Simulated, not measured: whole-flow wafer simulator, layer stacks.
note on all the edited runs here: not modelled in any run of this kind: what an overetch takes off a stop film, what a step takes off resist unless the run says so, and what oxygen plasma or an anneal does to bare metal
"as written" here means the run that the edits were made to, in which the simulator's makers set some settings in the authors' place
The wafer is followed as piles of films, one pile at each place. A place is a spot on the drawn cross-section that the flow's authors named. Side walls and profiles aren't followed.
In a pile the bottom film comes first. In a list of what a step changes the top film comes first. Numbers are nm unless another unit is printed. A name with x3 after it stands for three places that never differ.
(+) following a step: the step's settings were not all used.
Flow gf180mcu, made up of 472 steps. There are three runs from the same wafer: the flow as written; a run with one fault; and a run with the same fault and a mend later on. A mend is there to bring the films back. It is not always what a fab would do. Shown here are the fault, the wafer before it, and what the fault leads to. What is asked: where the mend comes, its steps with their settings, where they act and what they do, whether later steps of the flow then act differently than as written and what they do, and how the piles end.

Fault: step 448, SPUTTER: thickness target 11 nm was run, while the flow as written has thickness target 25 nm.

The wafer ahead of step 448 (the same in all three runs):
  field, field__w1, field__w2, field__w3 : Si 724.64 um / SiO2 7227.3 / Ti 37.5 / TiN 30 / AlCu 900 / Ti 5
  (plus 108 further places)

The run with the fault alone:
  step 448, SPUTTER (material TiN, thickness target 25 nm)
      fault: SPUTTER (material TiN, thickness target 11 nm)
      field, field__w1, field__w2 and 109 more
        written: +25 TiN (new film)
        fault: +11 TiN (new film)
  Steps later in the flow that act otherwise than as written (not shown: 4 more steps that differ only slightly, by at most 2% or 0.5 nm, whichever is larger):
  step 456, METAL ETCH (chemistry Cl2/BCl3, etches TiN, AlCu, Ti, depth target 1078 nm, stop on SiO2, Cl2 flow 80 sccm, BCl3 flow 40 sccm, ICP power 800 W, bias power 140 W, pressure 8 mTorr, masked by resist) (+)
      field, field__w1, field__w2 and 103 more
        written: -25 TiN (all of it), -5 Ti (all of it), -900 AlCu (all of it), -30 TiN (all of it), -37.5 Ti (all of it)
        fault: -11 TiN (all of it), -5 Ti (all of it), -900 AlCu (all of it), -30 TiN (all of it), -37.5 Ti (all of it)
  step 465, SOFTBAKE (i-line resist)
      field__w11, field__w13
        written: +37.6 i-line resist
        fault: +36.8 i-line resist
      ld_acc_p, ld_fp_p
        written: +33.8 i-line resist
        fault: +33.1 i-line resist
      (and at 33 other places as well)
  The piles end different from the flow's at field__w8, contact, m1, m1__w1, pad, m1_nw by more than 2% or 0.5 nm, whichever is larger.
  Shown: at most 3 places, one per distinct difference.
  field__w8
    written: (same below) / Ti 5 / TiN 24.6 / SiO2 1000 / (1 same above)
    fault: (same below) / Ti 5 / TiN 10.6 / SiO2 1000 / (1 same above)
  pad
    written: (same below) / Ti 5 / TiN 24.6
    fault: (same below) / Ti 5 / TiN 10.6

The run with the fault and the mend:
  After step 448 comes the mend.
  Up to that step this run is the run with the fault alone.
  step 448a, SPUTTER (material TiN, thickness target 14 nm) (a further turn of the flow's step 448, with different settings)
      field, field__w1, field__w2 and 109 more
        +14 TiN
  None of the later steps of the flow acts differently than as written at any place that is followed.
  By the end, the piles equal the flow's at every place that both follow.
